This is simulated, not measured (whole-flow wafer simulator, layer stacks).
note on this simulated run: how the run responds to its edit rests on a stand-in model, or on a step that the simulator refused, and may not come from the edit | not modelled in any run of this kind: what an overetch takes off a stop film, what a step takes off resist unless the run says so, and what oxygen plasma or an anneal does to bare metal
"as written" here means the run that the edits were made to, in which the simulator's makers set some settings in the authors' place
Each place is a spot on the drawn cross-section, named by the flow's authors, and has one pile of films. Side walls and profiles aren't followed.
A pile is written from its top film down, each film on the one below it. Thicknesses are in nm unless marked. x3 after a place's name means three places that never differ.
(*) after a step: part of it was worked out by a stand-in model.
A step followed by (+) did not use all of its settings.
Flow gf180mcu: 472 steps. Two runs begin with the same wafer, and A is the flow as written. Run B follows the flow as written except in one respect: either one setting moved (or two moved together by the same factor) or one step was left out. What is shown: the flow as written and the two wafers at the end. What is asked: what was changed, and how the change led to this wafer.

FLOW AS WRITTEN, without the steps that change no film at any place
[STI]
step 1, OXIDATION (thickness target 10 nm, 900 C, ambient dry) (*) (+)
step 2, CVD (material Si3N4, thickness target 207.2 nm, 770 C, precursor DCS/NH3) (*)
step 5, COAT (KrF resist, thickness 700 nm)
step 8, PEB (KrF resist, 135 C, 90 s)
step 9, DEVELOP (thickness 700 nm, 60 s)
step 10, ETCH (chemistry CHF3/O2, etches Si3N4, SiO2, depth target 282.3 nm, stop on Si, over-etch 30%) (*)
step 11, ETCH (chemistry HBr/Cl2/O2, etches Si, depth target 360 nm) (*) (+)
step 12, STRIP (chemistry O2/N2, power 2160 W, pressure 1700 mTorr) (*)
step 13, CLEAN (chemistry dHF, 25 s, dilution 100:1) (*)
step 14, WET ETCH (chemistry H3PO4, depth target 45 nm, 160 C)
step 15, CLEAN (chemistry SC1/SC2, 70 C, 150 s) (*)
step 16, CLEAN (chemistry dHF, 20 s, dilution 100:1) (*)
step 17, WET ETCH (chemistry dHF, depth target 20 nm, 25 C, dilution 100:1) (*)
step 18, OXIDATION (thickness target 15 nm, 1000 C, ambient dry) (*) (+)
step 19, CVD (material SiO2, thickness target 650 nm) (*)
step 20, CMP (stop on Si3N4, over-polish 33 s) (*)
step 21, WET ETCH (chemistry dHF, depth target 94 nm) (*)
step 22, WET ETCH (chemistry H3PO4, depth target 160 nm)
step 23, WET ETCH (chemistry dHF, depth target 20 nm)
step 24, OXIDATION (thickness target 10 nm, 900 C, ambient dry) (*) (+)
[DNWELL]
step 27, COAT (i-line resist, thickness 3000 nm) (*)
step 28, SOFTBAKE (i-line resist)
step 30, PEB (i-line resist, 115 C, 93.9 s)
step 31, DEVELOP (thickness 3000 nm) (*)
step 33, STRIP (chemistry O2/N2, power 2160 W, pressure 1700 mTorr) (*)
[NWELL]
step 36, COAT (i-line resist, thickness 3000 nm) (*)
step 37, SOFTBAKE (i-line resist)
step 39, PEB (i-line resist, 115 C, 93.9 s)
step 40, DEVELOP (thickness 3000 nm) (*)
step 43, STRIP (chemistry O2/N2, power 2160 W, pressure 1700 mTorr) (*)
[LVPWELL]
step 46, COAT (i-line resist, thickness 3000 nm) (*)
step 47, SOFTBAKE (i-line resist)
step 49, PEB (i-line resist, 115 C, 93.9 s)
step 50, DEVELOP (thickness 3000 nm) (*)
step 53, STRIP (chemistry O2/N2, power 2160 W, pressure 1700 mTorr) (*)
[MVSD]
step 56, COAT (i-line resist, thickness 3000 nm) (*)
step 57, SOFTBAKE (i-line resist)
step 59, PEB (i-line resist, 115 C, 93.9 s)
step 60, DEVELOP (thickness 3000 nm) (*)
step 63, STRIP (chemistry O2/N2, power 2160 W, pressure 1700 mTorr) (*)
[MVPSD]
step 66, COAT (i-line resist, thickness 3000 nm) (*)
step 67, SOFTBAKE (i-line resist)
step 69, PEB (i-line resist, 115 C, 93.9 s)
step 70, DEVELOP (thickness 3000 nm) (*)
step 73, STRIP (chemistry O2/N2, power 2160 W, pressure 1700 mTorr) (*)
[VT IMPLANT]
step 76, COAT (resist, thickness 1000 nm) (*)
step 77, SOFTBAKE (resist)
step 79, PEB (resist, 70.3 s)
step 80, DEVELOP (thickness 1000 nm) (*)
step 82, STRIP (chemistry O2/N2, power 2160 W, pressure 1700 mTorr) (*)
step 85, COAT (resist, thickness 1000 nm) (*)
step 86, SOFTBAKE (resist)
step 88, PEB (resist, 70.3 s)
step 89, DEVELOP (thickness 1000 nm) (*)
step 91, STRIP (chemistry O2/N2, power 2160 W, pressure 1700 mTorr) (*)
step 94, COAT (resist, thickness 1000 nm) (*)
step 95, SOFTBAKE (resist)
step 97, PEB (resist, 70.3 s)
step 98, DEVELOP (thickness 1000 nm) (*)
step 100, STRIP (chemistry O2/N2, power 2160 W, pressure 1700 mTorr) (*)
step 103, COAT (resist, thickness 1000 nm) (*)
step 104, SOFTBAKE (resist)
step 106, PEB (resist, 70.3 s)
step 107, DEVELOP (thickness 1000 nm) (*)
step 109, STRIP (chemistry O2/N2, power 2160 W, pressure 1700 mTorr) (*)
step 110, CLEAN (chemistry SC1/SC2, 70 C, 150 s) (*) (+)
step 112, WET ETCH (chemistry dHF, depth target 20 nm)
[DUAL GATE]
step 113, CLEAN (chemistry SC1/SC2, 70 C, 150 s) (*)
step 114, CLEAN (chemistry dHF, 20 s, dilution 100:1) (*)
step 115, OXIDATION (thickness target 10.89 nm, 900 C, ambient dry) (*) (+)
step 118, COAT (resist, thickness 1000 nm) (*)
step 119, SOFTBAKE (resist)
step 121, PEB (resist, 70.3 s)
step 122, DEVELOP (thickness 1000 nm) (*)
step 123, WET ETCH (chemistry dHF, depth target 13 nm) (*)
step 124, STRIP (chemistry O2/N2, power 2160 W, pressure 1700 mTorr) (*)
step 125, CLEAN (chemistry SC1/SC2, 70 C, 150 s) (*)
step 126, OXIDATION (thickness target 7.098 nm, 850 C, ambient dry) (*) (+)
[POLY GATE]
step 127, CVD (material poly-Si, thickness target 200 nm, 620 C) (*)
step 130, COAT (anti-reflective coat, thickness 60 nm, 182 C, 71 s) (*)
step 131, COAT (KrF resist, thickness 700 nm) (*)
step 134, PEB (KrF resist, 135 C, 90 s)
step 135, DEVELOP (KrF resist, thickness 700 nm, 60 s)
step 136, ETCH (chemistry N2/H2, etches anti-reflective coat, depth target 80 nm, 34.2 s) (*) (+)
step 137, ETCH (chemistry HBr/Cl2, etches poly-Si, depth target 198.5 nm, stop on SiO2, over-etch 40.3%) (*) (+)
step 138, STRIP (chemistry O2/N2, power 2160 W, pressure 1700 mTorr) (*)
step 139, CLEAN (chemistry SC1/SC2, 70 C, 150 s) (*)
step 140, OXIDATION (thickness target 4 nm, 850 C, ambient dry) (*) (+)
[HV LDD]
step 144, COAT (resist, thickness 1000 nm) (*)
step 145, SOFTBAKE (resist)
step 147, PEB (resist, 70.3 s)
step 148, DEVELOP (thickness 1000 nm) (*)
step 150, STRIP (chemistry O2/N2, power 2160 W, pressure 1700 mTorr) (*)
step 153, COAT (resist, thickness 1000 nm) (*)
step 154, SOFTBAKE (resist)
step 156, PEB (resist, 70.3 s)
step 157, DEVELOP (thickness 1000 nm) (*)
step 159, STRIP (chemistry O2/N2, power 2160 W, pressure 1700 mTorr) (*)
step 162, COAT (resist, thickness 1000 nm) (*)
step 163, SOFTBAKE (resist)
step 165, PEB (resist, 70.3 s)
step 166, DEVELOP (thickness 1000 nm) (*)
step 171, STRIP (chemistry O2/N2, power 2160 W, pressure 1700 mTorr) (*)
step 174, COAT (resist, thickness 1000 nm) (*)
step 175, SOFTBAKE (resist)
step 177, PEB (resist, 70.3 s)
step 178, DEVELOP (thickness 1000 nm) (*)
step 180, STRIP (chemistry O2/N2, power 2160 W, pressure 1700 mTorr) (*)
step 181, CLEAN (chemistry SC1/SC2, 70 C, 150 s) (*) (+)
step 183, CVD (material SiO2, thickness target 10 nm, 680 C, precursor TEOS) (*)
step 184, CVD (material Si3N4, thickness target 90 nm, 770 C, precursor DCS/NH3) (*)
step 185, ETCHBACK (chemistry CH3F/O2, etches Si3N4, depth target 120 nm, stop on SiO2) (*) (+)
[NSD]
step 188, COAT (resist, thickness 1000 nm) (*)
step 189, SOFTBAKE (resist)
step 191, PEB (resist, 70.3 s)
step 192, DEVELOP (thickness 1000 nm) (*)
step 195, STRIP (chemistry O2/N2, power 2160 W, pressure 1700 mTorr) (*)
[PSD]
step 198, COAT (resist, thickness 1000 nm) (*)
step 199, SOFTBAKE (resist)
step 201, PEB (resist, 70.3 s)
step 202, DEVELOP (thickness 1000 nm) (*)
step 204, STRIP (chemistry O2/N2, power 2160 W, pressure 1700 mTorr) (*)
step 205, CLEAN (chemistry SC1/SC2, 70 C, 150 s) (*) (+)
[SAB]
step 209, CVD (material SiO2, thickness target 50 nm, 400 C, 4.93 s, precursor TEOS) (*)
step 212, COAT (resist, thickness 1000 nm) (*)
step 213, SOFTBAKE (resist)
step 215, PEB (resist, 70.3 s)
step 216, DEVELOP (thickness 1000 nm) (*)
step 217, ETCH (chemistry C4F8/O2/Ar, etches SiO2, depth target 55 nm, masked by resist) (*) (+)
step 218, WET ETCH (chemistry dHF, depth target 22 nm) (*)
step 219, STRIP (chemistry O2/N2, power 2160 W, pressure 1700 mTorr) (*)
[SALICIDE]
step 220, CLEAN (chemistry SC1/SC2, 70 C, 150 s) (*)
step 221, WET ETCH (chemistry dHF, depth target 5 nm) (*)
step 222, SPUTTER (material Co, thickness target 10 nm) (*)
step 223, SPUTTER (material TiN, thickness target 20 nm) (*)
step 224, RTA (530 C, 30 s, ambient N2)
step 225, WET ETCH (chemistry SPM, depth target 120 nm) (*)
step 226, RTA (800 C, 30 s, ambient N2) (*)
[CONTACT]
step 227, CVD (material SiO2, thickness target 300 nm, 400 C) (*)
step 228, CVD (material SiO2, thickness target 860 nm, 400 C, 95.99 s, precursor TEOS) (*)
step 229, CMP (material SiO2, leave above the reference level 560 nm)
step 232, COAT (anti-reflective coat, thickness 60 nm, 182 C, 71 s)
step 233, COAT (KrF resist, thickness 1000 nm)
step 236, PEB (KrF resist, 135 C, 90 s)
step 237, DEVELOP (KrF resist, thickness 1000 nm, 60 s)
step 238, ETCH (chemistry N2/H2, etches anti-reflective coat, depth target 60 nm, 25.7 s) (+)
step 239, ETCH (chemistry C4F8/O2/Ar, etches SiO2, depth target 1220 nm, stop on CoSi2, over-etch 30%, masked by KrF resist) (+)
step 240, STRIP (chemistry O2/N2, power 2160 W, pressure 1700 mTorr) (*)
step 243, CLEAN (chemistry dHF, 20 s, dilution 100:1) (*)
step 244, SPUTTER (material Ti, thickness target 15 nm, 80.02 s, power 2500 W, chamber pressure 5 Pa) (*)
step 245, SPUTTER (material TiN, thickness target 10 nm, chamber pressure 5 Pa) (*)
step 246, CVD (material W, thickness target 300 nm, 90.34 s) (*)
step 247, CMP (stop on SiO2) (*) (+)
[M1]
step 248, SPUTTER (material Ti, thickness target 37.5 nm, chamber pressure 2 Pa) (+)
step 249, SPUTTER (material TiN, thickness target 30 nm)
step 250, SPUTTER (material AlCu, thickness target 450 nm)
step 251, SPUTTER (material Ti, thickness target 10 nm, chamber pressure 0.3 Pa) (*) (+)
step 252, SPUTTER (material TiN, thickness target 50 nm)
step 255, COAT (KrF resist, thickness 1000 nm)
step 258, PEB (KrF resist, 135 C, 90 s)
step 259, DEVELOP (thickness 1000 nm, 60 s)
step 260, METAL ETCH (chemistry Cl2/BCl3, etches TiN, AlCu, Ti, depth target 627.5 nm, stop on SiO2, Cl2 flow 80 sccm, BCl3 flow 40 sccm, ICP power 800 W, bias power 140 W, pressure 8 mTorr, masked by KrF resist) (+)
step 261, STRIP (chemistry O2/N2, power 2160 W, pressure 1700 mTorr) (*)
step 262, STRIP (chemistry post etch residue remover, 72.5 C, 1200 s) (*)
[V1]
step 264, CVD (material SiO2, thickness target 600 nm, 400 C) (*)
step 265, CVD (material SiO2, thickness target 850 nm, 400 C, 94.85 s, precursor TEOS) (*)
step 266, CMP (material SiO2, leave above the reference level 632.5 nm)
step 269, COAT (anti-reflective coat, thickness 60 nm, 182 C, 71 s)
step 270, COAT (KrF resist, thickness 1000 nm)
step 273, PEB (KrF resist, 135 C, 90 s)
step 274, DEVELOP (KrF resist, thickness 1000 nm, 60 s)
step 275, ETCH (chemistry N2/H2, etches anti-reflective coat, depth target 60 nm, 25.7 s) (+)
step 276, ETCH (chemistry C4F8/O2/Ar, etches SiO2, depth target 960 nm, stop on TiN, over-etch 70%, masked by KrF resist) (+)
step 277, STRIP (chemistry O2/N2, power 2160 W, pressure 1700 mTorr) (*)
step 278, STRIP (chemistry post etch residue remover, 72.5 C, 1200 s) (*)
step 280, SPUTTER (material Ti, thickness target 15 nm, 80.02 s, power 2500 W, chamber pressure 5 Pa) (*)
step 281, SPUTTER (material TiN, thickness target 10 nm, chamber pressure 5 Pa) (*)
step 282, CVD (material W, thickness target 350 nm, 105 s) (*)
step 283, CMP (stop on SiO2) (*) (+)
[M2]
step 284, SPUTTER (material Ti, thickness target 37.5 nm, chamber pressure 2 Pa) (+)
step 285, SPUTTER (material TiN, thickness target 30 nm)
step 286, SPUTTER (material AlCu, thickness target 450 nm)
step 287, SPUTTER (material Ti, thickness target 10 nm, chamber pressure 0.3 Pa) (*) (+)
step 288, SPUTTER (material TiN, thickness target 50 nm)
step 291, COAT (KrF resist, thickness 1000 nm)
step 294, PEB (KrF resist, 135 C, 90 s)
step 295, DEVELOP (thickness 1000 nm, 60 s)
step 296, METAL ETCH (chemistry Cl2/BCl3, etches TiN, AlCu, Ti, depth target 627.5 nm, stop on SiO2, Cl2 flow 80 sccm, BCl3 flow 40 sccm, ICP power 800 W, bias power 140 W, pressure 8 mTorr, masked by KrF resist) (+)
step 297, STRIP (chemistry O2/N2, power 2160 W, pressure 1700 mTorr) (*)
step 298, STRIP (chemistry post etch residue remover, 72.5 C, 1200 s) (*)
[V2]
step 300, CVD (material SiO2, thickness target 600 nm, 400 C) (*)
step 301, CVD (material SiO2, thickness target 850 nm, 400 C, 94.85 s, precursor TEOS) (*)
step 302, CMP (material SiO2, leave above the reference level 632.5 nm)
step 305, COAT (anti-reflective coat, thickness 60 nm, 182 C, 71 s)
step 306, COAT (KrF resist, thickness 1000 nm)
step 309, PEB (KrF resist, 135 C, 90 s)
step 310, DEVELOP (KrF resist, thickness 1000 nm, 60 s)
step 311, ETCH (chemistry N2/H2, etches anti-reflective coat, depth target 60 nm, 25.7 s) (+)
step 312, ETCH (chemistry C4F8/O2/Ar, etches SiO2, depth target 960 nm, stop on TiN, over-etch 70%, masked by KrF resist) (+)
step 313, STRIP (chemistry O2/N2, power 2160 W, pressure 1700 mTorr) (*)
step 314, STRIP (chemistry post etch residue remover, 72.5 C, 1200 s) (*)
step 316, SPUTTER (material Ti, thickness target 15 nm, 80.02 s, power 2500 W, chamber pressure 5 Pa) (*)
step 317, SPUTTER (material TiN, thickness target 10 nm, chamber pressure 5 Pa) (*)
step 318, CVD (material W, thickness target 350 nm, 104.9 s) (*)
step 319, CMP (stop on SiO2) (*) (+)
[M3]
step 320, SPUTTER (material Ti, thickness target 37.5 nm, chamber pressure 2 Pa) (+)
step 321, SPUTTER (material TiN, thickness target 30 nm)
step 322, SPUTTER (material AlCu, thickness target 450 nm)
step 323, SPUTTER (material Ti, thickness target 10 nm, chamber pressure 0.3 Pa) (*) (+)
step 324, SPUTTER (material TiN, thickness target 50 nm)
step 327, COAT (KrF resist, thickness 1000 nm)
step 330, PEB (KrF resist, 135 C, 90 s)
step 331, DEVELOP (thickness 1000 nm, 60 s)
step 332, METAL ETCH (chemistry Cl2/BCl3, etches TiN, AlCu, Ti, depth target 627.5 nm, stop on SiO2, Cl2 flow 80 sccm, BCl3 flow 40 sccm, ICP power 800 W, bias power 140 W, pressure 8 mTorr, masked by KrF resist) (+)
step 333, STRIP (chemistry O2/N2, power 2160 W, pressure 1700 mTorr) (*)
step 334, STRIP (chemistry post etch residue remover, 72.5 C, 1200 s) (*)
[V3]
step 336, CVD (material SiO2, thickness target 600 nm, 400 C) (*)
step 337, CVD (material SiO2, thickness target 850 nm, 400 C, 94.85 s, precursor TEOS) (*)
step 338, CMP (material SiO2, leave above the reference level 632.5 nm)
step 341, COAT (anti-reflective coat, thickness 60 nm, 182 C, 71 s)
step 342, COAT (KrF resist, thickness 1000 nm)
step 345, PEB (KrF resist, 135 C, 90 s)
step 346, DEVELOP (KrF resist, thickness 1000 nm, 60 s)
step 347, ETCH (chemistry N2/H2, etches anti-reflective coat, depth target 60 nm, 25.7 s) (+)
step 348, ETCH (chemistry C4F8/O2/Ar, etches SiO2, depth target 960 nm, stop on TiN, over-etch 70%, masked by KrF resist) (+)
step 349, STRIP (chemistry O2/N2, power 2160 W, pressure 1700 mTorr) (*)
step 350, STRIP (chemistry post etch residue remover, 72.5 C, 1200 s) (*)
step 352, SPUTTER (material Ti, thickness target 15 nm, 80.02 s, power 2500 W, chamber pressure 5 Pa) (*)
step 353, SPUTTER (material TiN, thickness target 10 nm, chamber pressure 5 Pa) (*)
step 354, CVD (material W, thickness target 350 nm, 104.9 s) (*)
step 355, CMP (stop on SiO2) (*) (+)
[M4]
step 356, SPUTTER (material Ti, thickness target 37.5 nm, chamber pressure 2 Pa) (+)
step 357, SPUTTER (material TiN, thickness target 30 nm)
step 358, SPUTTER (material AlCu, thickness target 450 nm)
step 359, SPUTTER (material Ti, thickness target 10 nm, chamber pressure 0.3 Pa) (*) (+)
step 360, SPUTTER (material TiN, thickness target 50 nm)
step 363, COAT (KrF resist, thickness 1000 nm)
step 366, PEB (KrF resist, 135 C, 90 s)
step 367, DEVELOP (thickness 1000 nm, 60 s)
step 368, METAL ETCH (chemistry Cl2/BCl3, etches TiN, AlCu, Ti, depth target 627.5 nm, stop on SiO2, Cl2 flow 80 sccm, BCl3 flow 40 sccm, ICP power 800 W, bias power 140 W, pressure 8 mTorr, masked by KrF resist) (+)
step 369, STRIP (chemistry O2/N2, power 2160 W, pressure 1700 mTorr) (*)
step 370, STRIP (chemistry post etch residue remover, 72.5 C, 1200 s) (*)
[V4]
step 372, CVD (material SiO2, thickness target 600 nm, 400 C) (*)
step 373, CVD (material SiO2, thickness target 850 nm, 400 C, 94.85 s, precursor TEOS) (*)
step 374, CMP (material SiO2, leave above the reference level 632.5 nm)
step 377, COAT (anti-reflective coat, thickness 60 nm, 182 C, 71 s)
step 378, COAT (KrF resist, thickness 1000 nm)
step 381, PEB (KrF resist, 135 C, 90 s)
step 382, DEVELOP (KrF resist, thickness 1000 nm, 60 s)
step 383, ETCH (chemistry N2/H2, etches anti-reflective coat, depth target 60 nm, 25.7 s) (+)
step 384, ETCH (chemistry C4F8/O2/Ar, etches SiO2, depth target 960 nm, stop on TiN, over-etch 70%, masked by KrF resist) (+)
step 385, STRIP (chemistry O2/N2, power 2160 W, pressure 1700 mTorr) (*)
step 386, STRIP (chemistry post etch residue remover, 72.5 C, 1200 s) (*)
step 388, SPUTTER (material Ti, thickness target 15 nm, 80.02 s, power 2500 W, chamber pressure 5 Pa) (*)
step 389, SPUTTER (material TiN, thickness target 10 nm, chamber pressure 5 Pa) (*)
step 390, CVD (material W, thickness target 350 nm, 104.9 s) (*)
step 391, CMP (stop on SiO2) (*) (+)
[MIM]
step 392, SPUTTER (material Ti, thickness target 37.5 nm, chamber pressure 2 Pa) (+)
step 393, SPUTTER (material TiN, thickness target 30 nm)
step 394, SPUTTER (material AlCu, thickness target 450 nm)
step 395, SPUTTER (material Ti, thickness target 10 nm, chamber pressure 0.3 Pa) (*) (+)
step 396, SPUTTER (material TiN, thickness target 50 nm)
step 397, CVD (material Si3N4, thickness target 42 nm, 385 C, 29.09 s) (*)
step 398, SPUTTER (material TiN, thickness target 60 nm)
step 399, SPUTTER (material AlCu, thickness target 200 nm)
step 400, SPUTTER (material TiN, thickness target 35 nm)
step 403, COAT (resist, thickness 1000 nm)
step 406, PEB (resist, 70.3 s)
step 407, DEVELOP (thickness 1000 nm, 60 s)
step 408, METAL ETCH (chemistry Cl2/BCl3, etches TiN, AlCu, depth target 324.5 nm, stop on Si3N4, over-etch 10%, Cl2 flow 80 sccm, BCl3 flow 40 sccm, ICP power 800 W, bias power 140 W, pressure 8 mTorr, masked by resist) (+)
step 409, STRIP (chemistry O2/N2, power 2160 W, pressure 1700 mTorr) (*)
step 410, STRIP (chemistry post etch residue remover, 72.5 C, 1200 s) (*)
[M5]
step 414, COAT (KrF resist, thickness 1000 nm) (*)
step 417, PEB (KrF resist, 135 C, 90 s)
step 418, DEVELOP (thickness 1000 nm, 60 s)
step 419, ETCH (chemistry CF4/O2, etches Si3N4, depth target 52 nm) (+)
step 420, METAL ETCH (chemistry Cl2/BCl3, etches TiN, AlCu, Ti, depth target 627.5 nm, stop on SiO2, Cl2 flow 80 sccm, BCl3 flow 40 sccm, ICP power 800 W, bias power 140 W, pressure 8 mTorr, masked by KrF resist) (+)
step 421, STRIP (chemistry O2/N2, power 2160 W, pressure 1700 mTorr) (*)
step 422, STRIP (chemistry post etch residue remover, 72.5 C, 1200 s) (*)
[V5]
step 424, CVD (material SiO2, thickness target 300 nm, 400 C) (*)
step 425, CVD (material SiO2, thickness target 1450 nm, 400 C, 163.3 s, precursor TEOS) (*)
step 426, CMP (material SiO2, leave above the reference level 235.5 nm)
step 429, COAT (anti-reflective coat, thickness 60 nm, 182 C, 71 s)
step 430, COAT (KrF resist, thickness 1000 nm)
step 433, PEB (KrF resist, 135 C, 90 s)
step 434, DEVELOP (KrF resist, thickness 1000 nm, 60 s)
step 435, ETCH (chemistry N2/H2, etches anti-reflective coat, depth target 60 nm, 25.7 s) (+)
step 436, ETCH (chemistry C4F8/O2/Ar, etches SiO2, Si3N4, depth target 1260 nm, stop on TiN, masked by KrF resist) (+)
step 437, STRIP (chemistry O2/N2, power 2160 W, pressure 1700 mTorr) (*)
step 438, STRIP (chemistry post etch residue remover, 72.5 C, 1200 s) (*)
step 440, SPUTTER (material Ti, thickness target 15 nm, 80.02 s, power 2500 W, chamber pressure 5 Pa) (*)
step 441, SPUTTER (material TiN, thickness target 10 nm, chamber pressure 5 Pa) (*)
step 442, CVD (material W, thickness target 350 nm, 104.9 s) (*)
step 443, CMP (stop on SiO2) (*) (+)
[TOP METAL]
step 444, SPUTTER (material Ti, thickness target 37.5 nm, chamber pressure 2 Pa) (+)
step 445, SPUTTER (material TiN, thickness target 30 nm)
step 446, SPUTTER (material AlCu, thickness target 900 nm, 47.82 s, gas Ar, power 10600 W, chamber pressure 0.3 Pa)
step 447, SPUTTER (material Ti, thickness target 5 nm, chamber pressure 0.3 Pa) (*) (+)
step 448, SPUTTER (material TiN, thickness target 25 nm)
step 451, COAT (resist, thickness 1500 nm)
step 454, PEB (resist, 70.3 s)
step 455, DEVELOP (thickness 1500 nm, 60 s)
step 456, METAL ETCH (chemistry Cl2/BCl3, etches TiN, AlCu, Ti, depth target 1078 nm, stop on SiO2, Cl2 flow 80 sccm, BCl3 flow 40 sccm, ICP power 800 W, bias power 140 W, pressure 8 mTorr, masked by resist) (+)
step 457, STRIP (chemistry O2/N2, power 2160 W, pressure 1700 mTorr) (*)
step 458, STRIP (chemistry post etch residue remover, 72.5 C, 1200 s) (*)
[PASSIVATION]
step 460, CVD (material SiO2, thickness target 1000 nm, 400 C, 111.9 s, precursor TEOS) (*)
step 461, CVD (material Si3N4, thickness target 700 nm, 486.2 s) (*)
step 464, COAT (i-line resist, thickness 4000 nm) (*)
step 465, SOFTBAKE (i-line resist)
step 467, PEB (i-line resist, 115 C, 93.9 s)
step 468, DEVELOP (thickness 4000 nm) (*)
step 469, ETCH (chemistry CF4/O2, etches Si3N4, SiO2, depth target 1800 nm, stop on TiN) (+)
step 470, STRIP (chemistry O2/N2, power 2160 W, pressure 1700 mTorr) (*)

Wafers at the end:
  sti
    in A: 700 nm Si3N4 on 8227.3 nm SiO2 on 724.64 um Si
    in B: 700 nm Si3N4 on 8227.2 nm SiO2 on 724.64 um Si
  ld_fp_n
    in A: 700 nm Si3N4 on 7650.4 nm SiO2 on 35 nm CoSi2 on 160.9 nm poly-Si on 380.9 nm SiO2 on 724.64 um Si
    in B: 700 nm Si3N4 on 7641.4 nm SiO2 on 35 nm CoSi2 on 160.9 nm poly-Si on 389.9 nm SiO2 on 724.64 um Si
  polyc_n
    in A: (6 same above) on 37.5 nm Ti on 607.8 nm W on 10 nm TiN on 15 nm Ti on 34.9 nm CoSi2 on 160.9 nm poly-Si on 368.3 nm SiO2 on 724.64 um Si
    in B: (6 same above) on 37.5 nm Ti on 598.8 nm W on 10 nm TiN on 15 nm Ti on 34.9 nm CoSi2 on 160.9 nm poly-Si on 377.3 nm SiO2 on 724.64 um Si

The reason: step 112, WET ETCH: depth target 11.8 nm was run, though the flow has depth target 20 nm.

How this came from the change, step by step:
  step 112, WET ETCH (chemistry dHF, depth target 20 nm)
      field, field__w2, field__w3 and 43 more: A -22 SiO2 | B -13 SiO2
  step 130, COAT (anti-reflective coat, thickness 60 nm, 182 C, 71 s) (*)
      p_well, spacer, sd_n: A +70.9 anti-reflective coat (new film) | B +79.5 anti-reflective coat (new film)
      ldn_fp, ldp_fp: A +48.5 anti-reflective coat (new film) | B +44.2 anti-reflective coat (new film)
      (and at 67 other places as well)
  step 136, ETCH (chemistry N2/H2, etches anti-reflective coat, depth target 80 nm, 34.2 s) (*) (+)
      p_well, spacer, sd_n: A -70.9 anti-reflective coat (all of it), -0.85 poly-Si | B -79.5 anti-reflective coat (all of it), -0.63 poly-Si
      ldn_dft, ldp_dft: A -48.7 anti-reflective coat (all of it), -1.42 poly-Si | B -44.7 anti-reflective coat (all of it), -1.52 poly-Si
      (and at 46 other places as well)
  step 138, STRIP (chemistry O2/N2, power 2160 W, pressure 1700 mTorr) (*)
      gate: A +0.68 chemical SiO2 (new film), -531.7 KrF resist (all of it), -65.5 anti-reflective coat (all of it), -0.3 poly-Si | B +0.68 chemical SiO2 (new film), -532.1 KrF resist (all of it), -69.4 anti-reflective coat (all of it), -0.3 poly-Si
      gate_hv: A +0.68 chemical SiO2 (new film), -528.4 KrF resist (all of it), -61 anti-reflective coat (all of it), -0.3 poly-Si | B +0.68 chemical SiO2 (new film), -530.2 KrF resist (all of it), -62.4 anti-reflective coat (all of it), -0.3 poly-Si
      (and at 19 other places as well)
  step 145, SOFTBAKE (resist)
      gate_p_hv: A -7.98 resist | B -7.47 resist
  step 154, SOFTBAKE (resist)
      gate_p_hv: A -7.98 resist | B -7.47 resist
  step 163, SOFTBAKE (resist)
      gate_p_hv: A -7.98 resist | B -7.47 resist
  step 175, SOFTBAKE (resist)
      gate_p_hv: A -7.98 resist | B -7.47 resist
  step 189, SOFTBAKE (resist)
      active_hv: A +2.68 resist | B -0.43 resist
      active_nat: A +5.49 resist | B +9.29 resist
  step 199, SOFTBAKE (resist)
      active_hv: A +2.68 resist | B -0.43 resist
      active_nat: A +5.49 resist | B +9.29 resist
  step 209, CVD (material SiO2, thickness target 50 nm, 400 C, 4.93 s, precursor TEOS) (*)
      ld_drn_p: A +46 SiO2 | B +45 SiO2
  step 218, WET ETCH (chemistry dHF, depth target 22 nm) (*)
      active: A -9.01 SiO2 (all of it) | B -8 SiO2 (all of it)
      sd_p: A -8.12 SiO2 (all of it) | B -7.59 SiO2 (all of it)
      (and at 1 other place as well)
  step 223, SPUTTER (material TiN, thickness target 20 nm) (*)
      ld_sd_n: A +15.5 TiN (new film) | B +16.1 TiN (new film)
  step 225, WET ETCH (chemistry SPM, depth target 120 nm) (*)
      ld_sd_n: A -15.5 TiN (all of it) | B -16.1 TiN (all of it)
  step 226, RTA (800 C, 30 s, ambient N2) (*)
      ld_sd_n: A +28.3 CoSi2 (new film), -16.1 CoSi (all of it), -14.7 Si | B +27.7 CoSi2 (new film), -15.8 CoSi (all of it), -14.4 Si
  step 229, CMP (material SiO2, leave above the reference level 560 nm)
      ldn_sep__w1, ldn_sep__w2, ldn_dft and 8 more: A -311 SiO2 | B -320 SiO2
      sti, mim_1p0, pad, dice_street, iso_nw_fld, iso_fld_sub: A -296.8 SiO2 | B -305.8 SiO2
      (and at 40 other places as well)
